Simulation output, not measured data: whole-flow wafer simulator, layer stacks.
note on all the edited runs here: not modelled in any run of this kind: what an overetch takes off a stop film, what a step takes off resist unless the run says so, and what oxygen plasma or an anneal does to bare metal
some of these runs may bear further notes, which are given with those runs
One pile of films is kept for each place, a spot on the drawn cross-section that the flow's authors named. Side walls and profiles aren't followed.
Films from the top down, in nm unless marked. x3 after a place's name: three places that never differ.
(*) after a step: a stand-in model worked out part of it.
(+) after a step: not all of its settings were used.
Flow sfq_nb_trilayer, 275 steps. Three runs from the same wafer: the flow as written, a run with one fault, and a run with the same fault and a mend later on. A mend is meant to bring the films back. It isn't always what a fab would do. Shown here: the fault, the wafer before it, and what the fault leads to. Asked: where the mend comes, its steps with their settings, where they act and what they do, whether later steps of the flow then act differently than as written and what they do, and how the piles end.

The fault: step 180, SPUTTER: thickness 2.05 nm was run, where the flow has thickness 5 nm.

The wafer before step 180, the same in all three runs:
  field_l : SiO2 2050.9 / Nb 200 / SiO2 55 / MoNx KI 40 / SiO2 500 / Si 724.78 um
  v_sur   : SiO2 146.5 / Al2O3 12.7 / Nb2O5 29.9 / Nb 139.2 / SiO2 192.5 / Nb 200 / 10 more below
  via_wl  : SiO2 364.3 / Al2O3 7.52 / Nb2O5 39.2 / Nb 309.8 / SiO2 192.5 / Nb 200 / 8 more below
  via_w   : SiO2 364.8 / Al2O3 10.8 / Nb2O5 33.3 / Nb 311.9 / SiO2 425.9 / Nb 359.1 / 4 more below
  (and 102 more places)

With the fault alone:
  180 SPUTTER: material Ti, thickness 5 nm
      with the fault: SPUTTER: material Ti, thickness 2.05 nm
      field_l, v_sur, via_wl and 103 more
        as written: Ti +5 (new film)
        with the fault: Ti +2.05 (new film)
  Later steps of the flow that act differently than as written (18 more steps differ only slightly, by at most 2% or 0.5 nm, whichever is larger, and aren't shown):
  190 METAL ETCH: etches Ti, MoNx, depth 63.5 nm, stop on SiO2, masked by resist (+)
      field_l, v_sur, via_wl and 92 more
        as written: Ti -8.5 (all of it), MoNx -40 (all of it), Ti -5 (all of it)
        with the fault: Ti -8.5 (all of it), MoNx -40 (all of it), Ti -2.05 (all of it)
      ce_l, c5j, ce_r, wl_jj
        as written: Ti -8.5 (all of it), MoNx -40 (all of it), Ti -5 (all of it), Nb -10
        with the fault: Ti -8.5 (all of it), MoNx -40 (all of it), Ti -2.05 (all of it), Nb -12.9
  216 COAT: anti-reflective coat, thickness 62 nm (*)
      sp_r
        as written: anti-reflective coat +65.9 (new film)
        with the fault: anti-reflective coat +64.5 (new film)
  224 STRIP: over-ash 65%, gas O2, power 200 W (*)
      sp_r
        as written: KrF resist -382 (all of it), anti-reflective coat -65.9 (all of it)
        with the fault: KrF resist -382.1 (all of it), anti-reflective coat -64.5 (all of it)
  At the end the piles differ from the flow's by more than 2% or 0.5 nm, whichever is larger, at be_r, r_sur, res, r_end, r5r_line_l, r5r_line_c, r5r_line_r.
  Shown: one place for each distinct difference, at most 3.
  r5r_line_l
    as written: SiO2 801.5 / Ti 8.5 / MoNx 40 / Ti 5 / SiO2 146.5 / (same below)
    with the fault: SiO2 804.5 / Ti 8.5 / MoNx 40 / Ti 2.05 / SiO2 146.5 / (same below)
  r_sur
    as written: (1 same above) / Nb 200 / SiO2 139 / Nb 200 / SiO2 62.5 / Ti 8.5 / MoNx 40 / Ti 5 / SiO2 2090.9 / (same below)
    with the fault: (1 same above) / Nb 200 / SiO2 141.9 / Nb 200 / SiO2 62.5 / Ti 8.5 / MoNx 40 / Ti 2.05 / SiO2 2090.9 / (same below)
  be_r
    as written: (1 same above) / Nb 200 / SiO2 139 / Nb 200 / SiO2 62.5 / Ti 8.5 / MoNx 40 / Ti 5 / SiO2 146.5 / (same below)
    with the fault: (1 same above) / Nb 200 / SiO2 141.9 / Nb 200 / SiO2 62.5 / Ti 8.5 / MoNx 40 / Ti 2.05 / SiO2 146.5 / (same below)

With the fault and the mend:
  The mend comes after step 180.
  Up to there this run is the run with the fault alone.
  180a SPUTTER: material Ti, thickness 2.95 nm (the flow's step 180 once more, with other settings)
      field_l, v_sur, via_wl and 103 more
        Ti +2.95
  No later step of the flow acts differently than as written at any place that is followed.
  At the end the piles are the same as the flow's at every place that both follow.
